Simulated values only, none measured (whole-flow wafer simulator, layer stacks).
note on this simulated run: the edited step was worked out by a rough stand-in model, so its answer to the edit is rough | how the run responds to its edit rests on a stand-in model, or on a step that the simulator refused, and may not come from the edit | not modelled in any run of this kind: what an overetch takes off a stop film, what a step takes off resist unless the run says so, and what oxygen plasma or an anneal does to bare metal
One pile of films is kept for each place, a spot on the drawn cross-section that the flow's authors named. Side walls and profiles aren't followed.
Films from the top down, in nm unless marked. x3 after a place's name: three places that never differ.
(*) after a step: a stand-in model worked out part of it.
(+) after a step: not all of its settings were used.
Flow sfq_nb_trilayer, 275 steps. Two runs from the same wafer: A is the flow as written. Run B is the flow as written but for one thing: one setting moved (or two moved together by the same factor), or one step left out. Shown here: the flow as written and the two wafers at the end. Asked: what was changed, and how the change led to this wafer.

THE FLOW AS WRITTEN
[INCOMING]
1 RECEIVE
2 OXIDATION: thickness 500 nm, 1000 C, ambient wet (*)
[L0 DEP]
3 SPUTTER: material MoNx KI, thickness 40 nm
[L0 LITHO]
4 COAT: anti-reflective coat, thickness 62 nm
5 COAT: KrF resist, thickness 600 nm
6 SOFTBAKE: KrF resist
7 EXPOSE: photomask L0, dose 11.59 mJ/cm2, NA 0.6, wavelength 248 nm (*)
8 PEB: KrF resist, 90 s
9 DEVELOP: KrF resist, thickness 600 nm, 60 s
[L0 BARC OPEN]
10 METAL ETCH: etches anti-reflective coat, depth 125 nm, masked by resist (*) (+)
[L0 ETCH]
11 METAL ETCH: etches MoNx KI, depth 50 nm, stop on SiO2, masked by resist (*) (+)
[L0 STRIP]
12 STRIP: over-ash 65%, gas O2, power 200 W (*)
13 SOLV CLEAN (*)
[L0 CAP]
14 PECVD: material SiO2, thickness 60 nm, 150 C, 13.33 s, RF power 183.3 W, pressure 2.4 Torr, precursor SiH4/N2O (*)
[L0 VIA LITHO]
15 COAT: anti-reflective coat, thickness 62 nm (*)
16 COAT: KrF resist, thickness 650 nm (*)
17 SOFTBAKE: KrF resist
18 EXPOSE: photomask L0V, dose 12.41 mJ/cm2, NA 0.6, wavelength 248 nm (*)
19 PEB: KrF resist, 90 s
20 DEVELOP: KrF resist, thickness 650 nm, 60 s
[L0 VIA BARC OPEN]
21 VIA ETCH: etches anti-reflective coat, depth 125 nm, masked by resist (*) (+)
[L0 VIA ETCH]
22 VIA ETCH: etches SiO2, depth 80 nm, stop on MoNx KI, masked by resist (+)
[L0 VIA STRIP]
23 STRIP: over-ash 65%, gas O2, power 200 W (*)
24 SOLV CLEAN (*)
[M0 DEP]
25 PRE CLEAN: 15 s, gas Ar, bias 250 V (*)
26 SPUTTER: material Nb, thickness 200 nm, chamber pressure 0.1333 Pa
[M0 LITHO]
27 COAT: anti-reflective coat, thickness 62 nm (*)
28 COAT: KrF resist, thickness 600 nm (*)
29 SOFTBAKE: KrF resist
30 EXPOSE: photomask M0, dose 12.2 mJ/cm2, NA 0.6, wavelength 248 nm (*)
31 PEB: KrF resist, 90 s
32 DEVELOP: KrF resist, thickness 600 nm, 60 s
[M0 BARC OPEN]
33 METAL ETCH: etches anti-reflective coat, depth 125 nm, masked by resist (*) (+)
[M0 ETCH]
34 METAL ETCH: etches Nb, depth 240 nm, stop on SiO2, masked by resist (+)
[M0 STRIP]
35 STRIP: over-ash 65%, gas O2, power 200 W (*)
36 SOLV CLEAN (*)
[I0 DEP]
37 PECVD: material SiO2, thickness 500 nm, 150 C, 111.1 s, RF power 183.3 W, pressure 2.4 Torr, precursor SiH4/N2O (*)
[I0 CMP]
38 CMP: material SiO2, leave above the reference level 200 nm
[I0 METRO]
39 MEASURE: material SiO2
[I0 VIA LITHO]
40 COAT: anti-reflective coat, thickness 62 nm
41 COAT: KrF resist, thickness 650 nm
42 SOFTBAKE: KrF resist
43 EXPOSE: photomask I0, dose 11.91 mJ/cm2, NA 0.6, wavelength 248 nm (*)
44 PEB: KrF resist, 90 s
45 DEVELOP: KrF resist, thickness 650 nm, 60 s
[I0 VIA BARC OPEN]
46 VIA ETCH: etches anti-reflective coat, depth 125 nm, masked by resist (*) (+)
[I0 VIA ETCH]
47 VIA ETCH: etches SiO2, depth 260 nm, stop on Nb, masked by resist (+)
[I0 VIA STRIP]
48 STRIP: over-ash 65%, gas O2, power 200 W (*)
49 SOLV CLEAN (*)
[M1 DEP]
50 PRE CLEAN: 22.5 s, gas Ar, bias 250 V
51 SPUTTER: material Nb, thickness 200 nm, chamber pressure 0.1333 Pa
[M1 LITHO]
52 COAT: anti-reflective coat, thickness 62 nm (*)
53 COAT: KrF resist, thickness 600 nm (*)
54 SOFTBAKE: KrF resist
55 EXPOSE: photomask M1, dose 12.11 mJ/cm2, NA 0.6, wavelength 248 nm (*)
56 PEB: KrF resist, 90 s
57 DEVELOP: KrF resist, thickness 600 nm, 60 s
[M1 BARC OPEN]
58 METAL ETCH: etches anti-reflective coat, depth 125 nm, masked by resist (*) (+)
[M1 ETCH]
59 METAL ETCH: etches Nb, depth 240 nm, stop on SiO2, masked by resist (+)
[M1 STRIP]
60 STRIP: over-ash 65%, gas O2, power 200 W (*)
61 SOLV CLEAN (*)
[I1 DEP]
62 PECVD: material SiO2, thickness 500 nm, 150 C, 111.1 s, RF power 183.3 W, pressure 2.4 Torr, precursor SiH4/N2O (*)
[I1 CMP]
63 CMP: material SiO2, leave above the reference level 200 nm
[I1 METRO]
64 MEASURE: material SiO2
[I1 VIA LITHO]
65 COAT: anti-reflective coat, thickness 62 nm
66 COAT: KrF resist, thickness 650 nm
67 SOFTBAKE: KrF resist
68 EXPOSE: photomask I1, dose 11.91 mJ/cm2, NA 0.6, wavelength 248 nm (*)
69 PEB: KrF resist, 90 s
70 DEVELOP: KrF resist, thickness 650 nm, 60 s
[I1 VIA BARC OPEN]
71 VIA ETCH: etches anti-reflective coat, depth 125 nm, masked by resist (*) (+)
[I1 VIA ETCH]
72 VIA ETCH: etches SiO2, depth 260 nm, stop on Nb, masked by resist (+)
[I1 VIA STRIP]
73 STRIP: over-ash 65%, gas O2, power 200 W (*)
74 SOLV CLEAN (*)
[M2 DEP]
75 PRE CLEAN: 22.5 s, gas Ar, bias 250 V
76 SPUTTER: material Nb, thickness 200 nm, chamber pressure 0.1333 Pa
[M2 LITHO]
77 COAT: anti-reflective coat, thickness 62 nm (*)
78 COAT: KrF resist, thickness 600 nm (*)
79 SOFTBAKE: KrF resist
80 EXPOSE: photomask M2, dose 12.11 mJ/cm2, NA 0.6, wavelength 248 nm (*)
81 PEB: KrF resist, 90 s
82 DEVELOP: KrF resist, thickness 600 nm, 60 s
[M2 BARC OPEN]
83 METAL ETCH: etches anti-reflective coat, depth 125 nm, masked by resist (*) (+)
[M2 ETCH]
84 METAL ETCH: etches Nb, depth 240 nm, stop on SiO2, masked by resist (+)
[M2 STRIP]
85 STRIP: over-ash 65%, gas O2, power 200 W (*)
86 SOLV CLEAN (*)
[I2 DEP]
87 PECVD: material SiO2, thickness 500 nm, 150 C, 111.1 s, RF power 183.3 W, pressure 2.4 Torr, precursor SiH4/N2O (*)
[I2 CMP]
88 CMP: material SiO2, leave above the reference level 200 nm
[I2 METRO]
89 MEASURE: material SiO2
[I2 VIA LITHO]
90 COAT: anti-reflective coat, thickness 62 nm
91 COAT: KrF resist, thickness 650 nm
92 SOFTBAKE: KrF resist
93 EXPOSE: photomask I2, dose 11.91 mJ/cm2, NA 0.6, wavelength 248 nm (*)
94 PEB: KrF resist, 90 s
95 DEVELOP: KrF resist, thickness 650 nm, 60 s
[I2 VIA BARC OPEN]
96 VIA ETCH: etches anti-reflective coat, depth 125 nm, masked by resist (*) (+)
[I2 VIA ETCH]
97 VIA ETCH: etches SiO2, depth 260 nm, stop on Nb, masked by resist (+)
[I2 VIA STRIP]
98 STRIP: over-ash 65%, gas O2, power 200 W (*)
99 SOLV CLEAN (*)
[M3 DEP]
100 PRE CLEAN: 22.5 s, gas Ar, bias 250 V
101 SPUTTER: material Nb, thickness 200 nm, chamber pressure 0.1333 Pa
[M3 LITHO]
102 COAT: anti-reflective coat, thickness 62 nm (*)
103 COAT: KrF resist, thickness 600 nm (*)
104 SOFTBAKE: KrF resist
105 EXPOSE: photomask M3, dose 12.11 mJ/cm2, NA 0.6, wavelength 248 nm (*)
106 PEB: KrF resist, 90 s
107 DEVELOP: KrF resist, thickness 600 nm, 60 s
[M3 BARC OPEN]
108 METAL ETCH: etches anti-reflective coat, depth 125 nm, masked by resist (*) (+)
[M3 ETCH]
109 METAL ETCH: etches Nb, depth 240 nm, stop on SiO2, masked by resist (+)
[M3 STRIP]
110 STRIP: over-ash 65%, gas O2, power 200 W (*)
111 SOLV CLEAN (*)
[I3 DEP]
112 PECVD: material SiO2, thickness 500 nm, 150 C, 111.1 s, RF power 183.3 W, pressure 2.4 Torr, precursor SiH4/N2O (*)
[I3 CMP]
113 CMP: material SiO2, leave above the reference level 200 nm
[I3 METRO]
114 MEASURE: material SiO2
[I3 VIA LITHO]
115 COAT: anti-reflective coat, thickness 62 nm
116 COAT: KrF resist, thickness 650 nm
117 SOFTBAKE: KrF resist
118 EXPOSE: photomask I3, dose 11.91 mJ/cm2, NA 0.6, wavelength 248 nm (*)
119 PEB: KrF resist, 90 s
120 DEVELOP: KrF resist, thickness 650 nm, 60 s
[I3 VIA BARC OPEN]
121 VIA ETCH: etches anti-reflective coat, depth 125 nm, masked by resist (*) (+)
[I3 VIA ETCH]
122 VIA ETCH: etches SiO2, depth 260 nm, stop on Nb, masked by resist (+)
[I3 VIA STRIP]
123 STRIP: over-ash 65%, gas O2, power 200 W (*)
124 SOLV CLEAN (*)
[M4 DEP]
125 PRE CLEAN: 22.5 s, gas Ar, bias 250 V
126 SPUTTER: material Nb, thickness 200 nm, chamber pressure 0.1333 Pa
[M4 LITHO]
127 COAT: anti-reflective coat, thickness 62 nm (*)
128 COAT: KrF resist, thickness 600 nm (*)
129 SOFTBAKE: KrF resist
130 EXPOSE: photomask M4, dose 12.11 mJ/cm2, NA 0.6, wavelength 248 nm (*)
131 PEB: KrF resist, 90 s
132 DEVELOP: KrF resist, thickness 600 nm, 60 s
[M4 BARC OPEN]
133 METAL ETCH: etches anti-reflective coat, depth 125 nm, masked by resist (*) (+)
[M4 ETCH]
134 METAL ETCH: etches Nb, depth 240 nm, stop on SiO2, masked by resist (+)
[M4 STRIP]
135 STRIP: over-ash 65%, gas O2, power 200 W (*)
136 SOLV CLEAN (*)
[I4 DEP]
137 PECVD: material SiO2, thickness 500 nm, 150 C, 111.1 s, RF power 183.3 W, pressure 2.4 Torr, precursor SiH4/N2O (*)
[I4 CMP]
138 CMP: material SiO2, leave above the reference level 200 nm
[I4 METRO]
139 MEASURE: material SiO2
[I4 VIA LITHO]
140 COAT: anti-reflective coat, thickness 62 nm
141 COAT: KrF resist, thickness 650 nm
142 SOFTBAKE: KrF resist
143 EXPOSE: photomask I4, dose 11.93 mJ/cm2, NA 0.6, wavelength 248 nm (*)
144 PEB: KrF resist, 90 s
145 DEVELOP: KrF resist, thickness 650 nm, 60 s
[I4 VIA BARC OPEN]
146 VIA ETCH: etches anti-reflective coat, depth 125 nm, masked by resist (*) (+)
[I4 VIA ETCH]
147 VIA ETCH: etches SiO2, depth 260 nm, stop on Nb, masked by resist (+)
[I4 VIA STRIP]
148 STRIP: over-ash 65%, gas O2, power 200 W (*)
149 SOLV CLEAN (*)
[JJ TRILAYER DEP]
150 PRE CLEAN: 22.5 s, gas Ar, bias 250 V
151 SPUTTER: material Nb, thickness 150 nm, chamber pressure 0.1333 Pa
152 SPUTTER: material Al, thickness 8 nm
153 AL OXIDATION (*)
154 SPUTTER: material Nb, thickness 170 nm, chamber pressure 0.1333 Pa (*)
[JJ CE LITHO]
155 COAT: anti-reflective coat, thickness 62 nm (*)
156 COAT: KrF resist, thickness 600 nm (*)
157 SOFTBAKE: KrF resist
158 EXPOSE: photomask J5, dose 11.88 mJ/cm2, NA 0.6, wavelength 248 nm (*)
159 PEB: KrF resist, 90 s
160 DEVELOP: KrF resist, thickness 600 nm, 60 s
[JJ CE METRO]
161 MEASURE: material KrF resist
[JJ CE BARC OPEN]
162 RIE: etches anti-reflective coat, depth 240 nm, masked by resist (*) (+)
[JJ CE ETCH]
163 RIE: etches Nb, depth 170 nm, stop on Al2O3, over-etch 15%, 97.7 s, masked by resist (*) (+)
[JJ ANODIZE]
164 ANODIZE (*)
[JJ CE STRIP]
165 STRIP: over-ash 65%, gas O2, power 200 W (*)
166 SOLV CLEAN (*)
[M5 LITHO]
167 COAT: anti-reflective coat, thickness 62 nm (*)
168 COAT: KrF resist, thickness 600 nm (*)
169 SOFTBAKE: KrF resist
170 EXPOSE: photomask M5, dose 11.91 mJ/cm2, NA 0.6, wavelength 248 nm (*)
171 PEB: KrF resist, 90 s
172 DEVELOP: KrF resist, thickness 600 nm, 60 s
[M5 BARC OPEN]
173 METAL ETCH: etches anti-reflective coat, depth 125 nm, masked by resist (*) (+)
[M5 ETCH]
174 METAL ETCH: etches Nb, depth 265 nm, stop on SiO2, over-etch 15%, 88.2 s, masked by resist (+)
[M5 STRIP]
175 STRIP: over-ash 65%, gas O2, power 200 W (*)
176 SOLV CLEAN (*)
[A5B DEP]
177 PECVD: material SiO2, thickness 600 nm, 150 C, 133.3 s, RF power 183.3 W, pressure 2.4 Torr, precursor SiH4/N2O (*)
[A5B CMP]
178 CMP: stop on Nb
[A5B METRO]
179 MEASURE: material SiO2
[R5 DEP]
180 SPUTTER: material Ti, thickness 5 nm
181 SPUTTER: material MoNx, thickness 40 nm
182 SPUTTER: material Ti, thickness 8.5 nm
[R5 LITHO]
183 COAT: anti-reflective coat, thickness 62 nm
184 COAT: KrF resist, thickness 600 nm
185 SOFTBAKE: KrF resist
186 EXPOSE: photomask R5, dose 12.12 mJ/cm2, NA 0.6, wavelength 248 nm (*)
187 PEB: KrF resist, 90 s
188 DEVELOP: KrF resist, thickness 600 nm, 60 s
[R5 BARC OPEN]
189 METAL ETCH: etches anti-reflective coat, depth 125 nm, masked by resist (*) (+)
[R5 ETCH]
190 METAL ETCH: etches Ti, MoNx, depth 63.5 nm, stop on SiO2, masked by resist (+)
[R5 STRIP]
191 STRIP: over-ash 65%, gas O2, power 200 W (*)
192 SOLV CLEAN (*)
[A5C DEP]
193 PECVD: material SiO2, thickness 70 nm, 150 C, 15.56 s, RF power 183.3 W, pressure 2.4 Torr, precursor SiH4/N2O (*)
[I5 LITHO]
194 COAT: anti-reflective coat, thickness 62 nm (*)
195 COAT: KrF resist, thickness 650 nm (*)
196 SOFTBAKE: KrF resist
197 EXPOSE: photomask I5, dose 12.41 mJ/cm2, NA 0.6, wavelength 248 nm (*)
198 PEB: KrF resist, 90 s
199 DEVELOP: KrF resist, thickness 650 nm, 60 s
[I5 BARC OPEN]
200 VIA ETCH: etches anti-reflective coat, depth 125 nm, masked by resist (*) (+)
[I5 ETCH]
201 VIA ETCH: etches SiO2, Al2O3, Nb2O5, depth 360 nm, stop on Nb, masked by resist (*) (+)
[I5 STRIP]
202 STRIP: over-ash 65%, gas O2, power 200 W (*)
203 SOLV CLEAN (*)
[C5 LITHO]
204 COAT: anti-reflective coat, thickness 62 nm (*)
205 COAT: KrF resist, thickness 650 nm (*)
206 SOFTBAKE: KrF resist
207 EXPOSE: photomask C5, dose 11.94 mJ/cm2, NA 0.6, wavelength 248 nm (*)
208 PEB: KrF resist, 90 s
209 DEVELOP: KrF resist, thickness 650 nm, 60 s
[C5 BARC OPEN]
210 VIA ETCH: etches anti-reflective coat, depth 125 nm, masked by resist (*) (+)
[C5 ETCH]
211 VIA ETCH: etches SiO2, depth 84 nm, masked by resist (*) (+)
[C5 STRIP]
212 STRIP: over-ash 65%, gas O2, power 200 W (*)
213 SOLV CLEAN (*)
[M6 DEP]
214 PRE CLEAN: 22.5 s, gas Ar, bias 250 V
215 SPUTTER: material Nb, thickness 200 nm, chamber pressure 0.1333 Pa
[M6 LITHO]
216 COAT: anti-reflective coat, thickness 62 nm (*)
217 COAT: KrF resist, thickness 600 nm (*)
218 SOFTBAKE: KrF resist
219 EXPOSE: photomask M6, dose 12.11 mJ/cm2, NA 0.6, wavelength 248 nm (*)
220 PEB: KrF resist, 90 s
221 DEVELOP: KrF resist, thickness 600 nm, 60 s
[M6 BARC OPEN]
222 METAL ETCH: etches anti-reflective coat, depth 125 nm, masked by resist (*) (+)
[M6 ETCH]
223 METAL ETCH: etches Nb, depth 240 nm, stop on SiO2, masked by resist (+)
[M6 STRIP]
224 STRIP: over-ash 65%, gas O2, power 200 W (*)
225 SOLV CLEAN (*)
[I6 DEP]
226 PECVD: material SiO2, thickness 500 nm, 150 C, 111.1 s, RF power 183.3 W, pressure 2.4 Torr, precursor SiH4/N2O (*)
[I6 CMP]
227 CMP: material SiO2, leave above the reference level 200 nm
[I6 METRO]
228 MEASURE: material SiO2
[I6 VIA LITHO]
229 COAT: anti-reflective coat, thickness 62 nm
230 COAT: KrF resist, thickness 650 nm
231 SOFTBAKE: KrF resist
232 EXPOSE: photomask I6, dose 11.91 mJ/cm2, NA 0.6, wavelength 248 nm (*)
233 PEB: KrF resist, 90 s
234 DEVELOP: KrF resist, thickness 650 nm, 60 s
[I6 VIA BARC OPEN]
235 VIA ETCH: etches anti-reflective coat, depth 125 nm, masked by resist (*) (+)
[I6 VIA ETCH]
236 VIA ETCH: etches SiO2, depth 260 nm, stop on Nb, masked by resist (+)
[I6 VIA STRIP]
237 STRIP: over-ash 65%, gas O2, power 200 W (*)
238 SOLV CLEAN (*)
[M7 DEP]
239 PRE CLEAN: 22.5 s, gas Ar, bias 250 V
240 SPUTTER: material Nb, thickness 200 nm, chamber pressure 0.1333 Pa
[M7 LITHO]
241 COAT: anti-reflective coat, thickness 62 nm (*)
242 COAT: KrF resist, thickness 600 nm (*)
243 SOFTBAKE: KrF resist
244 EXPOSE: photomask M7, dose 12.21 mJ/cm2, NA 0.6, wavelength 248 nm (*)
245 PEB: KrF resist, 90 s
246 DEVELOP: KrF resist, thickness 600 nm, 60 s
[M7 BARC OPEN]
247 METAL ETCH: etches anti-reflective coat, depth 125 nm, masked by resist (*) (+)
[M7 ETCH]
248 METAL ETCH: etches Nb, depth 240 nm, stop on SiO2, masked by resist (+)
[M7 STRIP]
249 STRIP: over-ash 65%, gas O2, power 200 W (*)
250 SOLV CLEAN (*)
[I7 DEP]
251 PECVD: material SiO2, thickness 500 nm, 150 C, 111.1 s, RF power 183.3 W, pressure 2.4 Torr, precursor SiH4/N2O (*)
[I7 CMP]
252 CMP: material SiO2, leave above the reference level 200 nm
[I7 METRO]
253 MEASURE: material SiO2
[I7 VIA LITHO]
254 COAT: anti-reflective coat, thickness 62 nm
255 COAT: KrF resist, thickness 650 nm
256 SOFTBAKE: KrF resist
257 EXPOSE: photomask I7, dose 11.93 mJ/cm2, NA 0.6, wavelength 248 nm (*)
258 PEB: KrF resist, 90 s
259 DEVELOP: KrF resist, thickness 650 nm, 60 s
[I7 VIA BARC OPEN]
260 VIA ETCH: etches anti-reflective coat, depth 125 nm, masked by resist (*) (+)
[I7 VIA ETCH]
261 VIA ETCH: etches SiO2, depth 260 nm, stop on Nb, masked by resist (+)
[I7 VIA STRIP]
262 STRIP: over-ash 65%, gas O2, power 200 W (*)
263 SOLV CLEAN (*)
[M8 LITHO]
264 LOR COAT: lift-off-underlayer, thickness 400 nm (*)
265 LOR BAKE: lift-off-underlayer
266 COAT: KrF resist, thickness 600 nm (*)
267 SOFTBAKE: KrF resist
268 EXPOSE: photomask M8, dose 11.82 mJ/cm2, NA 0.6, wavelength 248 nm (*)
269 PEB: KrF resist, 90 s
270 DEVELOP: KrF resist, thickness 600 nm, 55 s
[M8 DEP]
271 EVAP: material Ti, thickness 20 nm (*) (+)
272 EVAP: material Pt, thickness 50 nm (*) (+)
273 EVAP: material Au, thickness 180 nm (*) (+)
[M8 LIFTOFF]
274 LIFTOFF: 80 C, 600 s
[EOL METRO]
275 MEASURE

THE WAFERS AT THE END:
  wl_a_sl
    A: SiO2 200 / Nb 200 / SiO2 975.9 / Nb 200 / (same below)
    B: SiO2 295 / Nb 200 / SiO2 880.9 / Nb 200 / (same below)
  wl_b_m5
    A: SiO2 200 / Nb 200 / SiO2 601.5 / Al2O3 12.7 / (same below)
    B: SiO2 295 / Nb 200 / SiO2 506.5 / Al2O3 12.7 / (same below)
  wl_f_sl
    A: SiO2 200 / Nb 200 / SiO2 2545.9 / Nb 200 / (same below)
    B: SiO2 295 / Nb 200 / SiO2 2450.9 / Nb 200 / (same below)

The cause: step 226, PECVD: thickness 305 nm was run, where the flow has thickness 500 nm; step 226, PECVD: 67.78 s was run, where the flow has 111.1 s.

How the change led to this, step by step:
  226 PECVD: material SiO2, thickness 500 nm, 150 C, 111.1 s, RF power 183.3 W, pressure 2.4 Torr, precursor SiH4/N2O (*)
      field_l, p4_fl, p4_fm and 62 more: A SiO2 +500 | B SiO2 +305
      v_sur, via_wl, via_w and 21 more: A SiO2 +500 (new film) | B SiO2 +305 (new film)
      (and at 17 more places)
  227 CMP: material SiO2, leave above the reference level 200 nm
      field_l, p4_fl, p4_fm and 59 more: A SiO2 -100 | B nothing
      moat, field_r, lsp_l, ln_m5, lsp_m: A SiO2 -93.6 | B nothing
      (and at 39 more places)
  229 COAT: anti-reflective coat, thickness 62 nm
      field_r, p3_s1, m0r_line_l, m0r_line_r, m7r_line_l, m7r_line_r: A anti-reflective coat +62 (new film) | B anti-reflective coat +63.5 (new film)
      m0r_space_l, m0r_space_r, m7r_space_l, m7r_space_r: A anti-reflective coat +62 (new film) | B anti-reflective coat +75.1 (new film)
      (and at 81 more places)
  230 COAT: KrF resist, thickness 650 nm
      m0r_line_l, m0r_line_r, m7r_line_l, m7r_line_r: A KrF resist +650 (new film) | B KrF resist +668.9 (new film)
      via_wr, ce_r: A KrF resist +650 (new film) | B KrF resist +624.3 (new film)
      (and at 44 more places)
  234 DEVELOP: KrF resist, thickness 650 nm, 60 s
      via_v: A KrF resist -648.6 (all of it) | B KrF resist -619.5 (all of it)
  235 VIA ETCH: etches anti-reflective coat, depth 125 nm, masked by resist (*) (+)
      field_l, v_sur, via_wl and 102 more: A KrF resist -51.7 | B KrF resist -46.7
      via_v: A anti-reflective coat -62 (all of it), SiO2 -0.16 | B anti-reflective coat -56 (all of it), SiO2 -0.14
  237 STRIP: over-ash 65%, gas O2, power 200 W (*)
      m0r_line_l, m0r_line_r, m7r_line_l, m7r_line_r: A KrF resist -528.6 (all of it), anti-reflective coat -62 (all of it) | B KrF resist -552.5 (all of it), anti-reflective coat -63.5 (all of it)
      m0r_space_l, m0r_space_r, m7r_space_l, m7r_space_r: A KrF resist -528.6 (all of it), anti-reflective coat -62 (all of it) | B KrF resist -544.8 (all of it), anti-reflective coat -75.1 (all of it)
      (and at 84 more places)
  240 SPUTTER: material Nb, thickness 200 nm, chamber pressure 0.1333 Pa
      moat, lsp_m: A Nb +200 (new film) | B Nb +190 (new film)
      be: A Nb +200 (new film) | B Nb +142.2 (new film)
      (and at 1 more place)
  241 COAT: anti-reflective coat, thickness 62 nm (*)
      wl_a_sr, m0r_space_l, m0r_space_r, m7r_space_l, m7r_space_r: A anti-reflective coat +62 (new film) | B anti-reflective coat +72.8 (new film)
      wl_b_sr, wl_d_sr, wl_e_sl, wl_e_m5, m8r_pad_w: A anti-reflective coat +62 (new film) | B anti-reflective coat +64.2 (new film)
      (and at 78 more places)
  242 COAT: KrF resist, thickness 600 nm (*)
      m0r_line_l, m0r_line_r, m7r_line_l, m7r_line_r: A KrF resist +600 (new film) | B KrF resist +616.9 (new film)
      m5r_linepad_l, m5r_linepad_r: A KrF resist +600 (new film) | B KrF resist +578.9 (new film)
      (and at 46 more places)
  246 DEVELOP: KrF resist, thickness 600 nm, 60 s
      m0r_line_l, m0r_line_r: A KrF resist -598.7 (all of it) | B KrF resist -615.6 (all of it)
      m5r_linepad_l, m5r_linepad_r: A KrF resist -598.7 (all of it) | B KrF resist -577.7 (all of it)
      (and at 13 more places)
  247 METAL ETCH: etches anti-reflective coat, depth 125 nm, masked by resist (*) (+)
      v_sur, via_wl, via_w and 38 more: A KrF resist -51.7 | B KrF resist -59.8
      wl_d_sr, wl_e_sl, wl_e_m5, m8r_pad_w: A anti-reflective coat -62 (all of it) | B anti-reflective coat -64.2 (all of it)
      (and at 44 more places)
  249 STRIP: over-ash 65%, gas O2, power 200 W (*)
      m7r_line_l, m7r_line_r: A KrF resist -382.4 (all of it), anti-reflective coat -62 (all of it) | B KrF resist -391.1 (all of it), anti-reflective coat -63.6 (all of it)
      v_sur: A KrF resist -379.9 (all of it), anti-reflective coat -61.4 (all of it) | B KrF resist -338.4 (all of it), anti-reflective coat -46.3 (all of it)
      (and at 37 more places)
  251 PECVD: material SiO2, thickness 500 nm, 150 C, 111.1 s, RF power 183.3 W, pressure 2.4 Torr, precursor SiH4/N2O (*)
      be: A SiO2 +500 (new film) | B SiO2 +696.1 (new film)
  252 CMP: material SiO2, leave above the reference level 200 nm
      field_r, lsp_l: A SiO2 -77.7 | B nothing
      l0_sur, l0v: A SiO2 -87.8 | B nothing
      (and at 76 more places)
  254 COAT: anti-reflective coat, thickness 62 nm
      moat: A anti-reflective coat +62 (new film) | B anti-reflective coat +60.2 (new film)
      field_r: A anti-reflective coat +62 (new film) | B anti-reflective coat +69.6 (new film)
      (and at 4 more places)
  ... 2 more steps ...
  274 LIFTOFF: 80 C, 600 s
      field_r: A Au -180 (all of it), Pt -50 (all of it), Ti -20 (all of it), KrF resist -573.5 (all of it), lift-off-underlayer -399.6 (all of it) | B Au -180 (all of it), Pt -50 (all of it), Ti -20 (all of it), KrF resist -576.8 (all of it), lift-off-underlayer -413 (all of it)
      lsp_l: A Au -180 (all of it), Pt -50 (all of it), Ti -20 (all of it), KrF resist -573.4 (all of it), lift-off-underlayer -399.6 (all of it) | B Au -180 (all of it), Pt -50 (all of it), Ti -20 (all of it), KrF resist -577.3 (all of it), lift-off-underlayer -412.3 (all of it)
